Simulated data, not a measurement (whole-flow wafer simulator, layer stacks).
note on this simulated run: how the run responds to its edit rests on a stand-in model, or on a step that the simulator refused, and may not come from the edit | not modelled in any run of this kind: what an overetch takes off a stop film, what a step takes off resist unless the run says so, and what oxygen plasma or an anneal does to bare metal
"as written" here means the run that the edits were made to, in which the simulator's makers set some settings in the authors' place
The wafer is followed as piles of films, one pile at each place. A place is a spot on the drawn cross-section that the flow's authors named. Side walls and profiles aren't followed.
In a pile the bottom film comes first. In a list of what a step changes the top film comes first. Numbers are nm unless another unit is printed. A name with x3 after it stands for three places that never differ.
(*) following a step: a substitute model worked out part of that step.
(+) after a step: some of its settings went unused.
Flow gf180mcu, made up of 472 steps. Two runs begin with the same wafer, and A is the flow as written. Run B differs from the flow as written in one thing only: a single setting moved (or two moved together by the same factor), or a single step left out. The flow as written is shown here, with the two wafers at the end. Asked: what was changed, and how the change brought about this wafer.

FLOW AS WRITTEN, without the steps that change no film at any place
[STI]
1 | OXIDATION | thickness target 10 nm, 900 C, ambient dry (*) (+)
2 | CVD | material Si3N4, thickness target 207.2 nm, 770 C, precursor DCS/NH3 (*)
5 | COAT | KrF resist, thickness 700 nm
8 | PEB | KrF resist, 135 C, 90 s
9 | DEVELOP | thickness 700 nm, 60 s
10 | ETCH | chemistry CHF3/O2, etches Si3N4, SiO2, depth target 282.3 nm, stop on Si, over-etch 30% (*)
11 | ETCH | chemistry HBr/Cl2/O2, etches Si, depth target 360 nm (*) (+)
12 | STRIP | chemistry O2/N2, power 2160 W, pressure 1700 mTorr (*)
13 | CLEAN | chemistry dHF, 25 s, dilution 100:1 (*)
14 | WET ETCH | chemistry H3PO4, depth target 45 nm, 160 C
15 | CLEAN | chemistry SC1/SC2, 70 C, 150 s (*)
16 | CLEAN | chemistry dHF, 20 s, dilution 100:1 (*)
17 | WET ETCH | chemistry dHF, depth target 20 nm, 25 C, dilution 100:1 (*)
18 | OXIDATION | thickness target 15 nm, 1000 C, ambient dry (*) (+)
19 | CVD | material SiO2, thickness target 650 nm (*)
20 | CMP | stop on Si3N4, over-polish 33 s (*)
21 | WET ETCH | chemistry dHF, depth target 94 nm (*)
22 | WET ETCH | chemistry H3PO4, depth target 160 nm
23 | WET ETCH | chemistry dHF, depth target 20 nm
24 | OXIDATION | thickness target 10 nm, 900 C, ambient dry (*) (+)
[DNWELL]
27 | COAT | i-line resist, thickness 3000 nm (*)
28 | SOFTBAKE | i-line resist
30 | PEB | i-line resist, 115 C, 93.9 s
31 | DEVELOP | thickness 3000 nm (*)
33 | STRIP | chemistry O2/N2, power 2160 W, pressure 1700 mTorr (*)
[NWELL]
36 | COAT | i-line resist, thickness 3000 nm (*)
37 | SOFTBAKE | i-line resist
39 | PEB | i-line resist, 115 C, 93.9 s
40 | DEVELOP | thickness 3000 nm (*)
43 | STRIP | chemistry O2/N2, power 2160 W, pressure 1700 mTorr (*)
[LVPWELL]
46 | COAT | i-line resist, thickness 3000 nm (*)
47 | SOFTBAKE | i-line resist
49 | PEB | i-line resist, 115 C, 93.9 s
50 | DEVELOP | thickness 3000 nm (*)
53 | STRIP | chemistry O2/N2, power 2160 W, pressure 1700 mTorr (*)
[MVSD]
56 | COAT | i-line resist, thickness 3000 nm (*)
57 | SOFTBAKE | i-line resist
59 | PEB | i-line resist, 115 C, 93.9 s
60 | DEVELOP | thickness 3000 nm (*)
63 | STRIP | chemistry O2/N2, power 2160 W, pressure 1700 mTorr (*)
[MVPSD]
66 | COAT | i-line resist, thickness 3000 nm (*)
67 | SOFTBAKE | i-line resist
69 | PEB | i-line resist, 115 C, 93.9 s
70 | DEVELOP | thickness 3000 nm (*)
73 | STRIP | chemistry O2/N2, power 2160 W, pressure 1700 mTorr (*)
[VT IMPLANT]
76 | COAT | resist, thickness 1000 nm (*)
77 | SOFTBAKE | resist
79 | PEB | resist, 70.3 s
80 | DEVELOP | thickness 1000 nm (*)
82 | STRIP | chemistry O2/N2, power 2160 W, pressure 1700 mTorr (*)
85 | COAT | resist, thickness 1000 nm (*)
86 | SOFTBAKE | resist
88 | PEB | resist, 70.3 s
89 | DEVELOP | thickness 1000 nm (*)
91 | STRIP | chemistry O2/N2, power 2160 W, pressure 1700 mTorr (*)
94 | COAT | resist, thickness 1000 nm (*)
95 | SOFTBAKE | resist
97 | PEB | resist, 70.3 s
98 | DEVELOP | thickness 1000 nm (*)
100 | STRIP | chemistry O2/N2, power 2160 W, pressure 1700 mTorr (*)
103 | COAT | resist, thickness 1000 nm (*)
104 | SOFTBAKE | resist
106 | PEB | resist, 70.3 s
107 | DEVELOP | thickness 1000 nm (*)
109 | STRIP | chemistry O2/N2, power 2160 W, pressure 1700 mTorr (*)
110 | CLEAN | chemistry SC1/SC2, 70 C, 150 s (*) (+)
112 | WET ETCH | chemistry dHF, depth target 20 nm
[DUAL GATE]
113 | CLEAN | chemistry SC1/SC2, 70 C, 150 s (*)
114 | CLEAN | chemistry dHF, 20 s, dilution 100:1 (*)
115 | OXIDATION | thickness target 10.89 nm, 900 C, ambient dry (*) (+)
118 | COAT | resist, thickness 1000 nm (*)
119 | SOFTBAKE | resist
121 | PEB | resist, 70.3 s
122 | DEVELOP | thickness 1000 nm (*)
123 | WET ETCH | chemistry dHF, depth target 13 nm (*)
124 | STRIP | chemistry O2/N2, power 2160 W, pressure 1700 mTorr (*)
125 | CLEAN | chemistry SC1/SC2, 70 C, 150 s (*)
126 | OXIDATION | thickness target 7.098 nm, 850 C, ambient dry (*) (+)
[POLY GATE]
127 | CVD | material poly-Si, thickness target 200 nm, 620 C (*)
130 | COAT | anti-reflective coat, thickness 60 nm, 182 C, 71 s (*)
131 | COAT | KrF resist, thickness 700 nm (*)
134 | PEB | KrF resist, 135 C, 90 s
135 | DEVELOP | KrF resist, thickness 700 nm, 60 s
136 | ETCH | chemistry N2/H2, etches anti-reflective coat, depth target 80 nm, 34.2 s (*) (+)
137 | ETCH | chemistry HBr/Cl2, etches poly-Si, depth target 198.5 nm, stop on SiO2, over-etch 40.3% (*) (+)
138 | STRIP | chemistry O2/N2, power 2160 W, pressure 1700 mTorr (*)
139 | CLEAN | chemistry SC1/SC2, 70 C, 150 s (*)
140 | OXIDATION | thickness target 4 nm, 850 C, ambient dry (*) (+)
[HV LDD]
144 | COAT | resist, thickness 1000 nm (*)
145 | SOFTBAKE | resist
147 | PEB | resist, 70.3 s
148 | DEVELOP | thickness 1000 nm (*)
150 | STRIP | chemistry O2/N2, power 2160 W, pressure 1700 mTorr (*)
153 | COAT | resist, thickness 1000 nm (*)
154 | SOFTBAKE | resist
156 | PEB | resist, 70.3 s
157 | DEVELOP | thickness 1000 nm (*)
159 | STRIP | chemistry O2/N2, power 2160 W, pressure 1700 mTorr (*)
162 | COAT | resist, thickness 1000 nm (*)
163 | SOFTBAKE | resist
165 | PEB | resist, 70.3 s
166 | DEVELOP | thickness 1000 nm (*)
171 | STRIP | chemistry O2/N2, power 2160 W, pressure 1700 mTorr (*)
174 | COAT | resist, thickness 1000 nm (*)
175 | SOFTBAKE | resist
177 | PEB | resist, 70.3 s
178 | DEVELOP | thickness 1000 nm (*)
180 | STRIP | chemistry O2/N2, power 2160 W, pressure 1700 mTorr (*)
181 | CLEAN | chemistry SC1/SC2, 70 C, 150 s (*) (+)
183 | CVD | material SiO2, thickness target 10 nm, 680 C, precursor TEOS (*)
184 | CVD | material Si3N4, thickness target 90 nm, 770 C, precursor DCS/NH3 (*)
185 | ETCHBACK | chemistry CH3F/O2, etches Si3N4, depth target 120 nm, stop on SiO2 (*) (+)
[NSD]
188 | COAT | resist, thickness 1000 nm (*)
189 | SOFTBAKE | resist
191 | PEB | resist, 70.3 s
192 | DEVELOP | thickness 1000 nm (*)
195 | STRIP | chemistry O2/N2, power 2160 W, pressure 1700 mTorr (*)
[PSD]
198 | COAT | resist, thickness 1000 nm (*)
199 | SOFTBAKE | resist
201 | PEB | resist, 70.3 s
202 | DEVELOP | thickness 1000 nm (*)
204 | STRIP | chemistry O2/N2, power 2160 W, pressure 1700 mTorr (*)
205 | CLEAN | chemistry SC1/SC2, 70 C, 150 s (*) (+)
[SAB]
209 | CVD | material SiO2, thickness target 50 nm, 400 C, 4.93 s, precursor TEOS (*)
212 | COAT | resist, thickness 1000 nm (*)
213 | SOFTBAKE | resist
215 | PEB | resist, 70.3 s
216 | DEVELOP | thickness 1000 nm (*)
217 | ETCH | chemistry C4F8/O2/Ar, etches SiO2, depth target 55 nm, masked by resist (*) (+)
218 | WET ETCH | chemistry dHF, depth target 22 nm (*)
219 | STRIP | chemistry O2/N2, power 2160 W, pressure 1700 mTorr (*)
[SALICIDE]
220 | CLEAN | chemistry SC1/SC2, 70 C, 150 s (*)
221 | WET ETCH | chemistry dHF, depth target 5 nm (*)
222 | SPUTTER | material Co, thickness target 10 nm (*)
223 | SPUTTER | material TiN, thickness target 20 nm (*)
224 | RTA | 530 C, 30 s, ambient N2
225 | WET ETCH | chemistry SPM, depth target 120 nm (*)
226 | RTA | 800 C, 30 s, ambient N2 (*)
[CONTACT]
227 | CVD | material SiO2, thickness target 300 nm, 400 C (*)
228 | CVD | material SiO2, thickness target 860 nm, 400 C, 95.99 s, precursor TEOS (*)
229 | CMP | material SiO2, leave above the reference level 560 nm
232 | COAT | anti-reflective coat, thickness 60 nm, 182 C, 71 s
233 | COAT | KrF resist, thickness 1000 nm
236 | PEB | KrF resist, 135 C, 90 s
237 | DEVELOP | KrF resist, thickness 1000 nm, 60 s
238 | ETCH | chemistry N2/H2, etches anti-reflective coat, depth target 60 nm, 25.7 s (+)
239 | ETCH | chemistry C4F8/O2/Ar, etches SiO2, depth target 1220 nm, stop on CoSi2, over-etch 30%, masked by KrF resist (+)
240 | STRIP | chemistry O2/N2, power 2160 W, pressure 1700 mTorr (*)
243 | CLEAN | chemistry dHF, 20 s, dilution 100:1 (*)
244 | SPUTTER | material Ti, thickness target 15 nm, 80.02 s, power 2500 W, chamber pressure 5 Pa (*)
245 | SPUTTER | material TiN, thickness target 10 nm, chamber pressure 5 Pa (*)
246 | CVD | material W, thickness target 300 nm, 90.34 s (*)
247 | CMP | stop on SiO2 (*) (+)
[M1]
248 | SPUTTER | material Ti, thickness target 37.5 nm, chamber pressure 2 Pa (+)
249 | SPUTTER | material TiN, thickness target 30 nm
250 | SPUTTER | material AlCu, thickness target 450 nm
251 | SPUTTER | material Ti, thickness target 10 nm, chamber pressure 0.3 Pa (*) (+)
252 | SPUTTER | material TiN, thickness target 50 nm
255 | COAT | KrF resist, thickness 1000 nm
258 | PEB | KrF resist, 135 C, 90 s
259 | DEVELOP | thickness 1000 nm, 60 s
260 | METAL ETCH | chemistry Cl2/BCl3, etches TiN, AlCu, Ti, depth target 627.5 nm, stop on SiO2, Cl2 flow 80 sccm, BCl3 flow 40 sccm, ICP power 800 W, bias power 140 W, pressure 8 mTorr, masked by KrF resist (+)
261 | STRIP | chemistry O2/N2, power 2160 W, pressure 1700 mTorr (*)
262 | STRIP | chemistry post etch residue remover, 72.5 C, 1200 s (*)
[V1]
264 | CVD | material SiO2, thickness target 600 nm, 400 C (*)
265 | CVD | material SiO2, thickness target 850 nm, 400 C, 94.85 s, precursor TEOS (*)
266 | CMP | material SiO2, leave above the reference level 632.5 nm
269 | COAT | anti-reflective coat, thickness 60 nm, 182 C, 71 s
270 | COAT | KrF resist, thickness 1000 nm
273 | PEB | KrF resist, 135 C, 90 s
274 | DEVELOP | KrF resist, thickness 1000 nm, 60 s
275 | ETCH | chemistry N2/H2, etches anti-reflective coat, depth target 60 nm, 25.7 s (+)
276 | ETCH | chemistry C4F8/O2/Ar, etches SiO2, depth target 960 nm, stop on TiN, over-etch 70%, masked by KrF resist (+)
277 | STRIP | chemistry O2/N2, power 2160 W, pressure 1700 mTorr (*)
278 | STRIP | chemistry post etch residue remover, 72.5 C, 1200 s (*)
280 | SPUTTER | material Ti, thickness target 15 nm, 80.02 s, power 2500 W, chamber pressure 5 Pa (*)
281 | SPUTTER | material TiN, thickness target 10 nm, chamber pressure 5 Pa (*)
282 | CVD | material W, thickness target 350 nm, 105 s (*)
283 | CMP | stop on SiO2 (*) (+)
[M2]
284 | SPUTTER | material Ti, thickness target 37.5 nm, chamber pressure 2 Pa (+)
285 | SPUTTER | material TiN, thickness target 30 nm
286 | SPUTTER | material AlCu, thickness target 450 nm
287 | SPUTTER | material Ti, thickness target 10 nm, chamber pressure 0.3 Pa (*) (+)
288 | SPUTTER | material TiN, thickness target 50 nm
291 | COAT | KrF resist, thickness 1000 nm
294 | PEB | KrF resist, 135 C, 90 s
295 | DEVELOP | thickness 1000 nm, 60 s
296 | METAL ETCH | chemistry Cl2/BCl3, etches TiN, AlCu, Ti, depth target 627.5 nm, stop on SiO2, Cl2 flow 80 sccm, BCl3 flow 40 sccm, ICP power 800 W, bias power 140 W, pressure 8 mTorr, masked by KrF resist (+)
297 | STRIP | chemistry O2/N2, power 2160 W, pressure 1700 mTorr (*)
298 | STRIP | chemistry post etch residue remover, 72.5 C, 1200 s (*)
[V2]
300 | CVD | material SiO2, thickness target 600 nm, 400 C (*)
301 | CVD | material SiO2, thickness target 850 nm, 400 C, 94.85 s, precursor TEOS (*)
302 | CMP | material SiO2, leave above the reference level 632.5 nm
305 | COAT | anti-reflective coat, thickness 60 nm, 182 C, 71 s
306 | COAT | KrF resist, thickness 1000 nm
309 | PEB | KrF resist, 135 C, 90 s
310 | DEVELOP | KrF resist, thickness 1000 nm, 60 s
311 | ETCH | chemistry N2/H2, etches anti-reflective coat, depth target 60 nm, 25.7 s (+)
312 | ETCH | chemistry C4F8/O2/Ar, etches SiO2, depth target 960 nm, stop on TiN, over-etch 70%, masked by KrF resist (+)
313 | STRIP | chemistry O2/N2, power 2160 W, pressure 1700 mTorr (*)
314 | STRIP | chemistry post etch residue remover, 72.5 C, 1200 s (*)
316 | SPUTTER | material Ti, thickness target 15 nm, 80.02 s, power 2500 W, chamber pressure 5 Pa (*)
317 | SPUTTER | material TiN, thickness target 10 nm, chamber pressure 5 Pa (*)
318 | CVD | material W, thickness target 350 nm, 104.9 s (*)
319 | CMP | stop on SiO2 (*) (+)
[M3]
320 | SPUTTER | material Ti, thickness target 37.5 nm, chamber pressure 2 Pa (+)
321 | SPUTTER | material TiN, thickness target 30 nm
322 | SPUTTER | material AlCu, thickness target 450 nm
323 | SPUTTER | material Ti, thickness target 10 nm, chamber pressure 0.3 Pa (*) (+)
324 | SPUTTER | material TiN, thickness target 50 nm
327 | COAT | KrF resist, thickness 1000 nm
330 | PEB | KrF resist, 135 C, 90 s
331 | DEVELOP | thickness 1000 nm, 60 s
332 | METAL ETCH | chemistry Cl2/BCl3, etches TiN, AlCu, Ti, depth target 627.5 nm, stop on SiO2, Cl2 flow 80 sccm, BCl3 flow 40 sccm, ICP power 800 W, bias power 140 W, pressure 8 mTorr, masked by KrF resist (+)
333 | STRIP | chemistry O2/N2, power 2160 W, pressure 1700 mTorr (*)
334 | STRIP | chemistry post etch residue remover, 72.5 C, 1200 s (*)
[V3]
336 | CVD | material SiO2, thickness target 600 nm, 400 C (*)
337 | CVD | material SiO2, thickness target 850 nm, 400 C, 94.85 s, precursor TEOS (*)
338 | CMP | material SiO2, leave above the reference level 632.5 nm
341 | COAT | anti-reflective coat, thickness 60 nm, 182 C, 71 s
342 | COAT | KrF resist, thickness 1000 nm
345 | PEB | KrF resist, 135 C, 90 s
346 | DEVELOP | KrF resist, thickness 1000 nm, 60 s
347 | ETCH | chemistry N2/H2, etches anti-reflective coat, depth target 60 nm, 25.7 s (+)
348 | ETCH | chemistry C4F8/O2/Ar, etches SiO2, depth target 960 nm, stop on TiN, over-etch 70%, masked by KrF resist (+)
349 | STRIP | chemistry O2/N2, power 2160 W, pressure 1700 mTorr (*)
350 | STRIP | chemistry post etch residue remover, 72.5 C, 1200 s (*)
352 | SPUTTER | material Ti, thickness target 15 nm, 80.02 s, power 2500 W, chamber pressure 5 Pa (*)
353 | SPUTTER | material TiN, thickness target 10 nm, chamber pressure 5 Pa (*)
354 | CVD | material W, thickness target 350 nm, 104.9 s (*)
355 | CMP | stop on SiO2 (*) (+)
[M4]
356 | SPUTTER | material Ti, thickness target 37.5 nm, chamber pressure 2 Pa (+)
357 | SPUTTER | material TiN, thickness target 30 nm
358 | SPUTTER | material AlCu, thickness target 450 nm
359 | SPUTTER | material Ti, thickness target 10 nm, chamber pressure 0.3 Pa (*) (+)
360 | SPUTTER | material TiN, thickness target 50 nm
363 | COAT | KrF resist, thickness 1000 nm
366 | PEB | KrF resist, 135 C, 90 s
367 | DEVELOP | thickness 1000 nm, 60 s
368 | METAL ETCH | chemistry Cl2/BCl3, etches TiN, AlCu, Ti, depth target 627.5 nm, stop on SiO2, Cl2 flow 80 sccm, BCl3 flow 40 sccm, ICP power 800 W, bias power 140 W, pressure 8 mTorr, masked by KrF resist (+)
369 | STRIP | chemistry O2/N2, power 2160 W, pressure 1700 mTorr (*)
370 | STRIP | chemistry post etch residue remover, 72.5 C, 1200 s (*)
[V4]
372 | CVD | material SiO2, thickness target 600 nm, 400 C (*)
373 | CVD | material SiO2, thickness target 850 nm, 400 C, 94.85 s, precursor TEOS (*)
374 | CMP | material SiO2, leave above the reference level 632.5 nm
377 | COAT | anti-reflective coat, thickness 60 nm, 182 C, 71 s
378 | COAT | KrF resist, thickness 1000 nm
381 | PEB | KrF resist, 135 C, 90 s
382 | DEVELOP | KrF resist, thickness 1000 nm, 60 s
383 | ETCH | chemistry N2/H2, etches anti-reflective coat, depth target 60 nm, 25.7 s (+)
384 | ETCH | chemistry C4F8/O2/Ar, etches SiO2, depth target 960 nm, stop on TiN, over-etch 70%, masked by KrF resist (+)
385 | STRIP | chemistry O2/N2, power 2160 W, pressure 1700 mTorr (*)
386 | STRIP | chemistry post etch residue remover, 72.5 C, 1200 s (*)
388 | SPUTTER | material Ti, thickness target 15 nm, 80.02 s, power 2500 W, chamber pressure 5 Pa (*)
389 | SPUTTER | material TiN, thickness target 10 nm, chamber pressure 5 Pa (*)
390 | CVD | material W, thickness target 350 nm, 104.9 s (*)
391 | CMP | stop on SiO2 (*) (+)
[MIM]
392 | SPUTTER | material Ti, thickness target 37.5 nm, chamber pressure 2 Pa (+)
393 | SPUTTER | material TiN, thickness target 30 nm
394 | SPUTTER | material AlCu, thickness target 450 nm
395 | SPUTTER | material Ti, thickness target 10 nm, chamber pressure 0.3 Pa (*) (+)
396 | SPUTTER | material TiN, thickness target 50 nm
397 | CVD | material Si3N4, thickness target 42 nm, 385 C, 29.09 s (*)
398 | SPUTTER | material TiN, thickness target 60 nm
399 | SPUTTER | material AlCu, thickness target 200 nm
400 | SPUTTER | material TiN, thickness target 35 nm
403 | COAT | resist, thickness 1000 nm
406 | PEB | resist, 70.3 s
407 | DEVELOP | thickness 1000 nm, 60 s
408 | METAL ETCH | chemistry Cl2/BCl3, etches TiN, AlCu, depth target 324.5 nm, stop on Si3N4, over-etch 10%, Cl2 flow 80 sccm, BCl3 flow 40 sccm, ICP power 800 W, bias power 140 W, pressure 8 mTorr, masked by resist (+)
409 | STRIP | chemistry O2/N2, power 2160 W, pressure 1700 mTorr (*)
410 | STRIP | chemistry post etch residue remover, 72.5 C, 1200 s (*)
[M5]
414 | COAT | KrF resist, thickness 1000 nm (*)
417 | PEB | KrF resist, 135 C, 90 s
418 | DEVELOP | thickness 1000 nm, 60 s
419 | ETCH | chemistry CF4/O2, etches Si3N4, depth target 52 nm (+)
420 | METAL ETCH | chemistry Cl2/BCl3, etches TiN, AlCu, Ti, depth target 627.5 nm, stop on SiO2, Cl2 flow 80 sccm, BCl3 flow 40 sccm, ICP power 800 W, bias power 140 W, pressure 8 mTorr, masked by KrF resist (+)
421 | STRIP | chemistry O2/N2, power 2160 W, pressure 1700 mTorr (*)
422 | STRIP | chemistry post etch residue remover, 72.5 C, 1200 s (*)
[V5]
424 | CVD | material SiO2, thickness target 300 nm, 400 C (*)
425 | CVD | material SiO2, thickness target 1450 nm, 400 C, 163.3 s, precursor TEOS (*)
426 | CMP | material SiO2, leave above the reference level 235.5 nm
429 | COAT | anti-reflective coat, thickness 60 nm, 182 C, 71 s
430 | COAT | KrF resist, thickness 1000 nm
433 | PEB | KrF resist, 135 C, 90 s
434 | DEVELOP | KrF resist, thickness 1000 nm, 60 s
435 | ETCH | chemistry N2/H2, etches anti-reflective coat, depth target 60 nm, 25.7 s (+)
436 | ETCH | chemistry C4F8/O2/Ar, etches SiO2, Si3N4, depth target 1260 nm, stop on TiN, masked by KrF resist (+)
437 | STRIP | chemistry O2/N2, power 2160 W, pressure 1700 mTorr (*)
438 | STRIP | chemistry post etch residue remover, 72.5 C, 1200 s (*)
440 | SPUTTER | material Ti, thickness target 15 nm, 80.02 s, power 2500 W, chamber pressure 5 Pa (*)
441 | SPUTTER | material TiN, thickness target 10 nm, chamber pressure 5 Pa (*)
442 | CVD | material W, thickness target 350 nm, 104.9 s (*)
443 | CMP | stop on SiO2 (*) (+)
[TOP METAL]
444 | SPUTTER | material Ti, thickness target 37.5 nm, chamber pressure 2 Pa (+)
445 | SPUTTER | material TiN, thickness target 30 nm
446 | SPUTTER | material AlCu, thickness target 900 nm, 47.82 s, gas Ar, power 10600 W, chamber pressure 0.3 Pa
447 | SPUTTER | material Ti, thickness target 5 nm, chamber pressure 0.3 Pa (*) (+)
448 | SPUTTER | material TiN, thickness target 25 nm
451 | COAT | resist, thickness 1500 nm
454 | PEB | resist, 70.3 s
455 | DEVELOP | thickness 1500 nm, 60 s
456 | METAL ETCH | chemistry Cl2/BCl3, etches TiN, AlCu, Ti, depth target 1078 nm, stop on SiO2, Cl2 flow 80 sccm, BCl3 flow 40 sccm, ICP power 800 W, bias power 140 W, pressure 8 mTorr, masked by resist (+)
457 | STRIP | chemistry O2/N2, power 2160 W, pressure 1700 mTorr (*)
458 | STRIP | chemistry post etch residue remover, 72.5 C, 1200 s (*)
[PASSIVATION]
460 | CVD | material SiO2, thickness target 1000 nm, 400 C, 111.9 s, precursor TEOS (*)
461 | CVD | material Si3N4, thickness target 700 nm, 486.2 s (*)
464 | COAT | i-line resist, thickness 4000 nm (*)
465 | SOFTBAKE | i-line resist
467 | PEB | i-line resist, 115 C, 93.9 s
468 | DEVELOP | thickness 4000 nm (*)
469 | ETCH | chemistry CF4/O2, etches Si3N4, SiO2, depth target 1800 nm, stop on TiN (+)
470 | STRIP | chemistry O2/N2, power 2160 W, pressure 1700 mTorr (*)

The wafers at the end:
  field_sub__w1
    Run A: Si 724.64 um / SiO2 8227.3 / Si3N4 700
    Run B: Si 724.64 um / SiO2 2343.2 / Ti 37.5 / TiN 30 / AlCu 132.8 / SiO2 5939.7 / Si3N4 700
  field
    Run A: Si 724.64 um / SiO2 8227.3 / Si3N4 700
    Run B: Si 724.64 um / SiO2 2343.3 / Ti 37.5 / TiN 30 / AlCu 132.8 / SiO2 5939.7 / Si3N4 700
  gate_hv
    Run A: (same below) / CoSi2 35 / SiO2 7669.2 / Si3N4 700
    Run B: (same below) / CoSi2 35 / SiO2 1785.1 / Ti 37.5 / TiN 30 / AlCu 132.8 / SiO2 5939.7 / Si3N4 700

The reason: step 286, SPUTTER: thickness target 706 nm was run, while the flow as written has thickness target 450 nm.

Step by step, how the change led to this:
  286 | SPUTTER | material AlCu, thickness target 450 nm
      field, field__w1, field__w2 and 108 more: A AlCu gains 450 (new film) | B AlCu gains 706 (new film)
  296 | METAL ETCH | chemistry Cl2/BCl3, etches TiN, AlCu, Ti, depth target 627.5 nm, stop on SiO2, Cl2 flow 80 sccm, BCl3 flow 40 sccm, ICP power 800 W, bias power 140 W, pressure 8 mTorr, masked by KrF resist (+)
      field, field__w1, field__w2 and 103 more: A TiN loses 50 (all of it), Ti loses 10 (all of it), AlCu loses 450 (all of it), TiN loses 30 (all of it), Ti loses 37.5 (all of it) | B TiN loses 50 (all of it), Ti loses 10 (all of it), AlCu loses 567.5
  298 | STRIP | chemistry post etch residue remover, 72.5 C, 1200 s (*)
      field, field__w1, field__w2 and 103 more: A nothing | B AlCu loses 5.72
  300 | CVD | material SiO2, thickness target 600 nm, 400 C (*)
      field, field__w1, field__w2 and 103 more: A SiO2 gains 600 | B SiO2 gains 600 (new film)
  302 | CMP | material SiO2, leave above the reference level 632.5 nm
      field, field__w1, field__w2 and 103 more: A SiO2 loses 300 | B SiO2 loses 244.3
If metal films that touch count as one body, field_sub__w1 has 1 body; the flow as written gives 0 bodies.
If metal films that touch count as one body, field has 1 body; the flow as written gives 0 bodies.
If metal films that touch count as one body, gate_hv has 2 bodies (between them, from the top down: SiO2 1785.1); the flow as written gives 1 body.
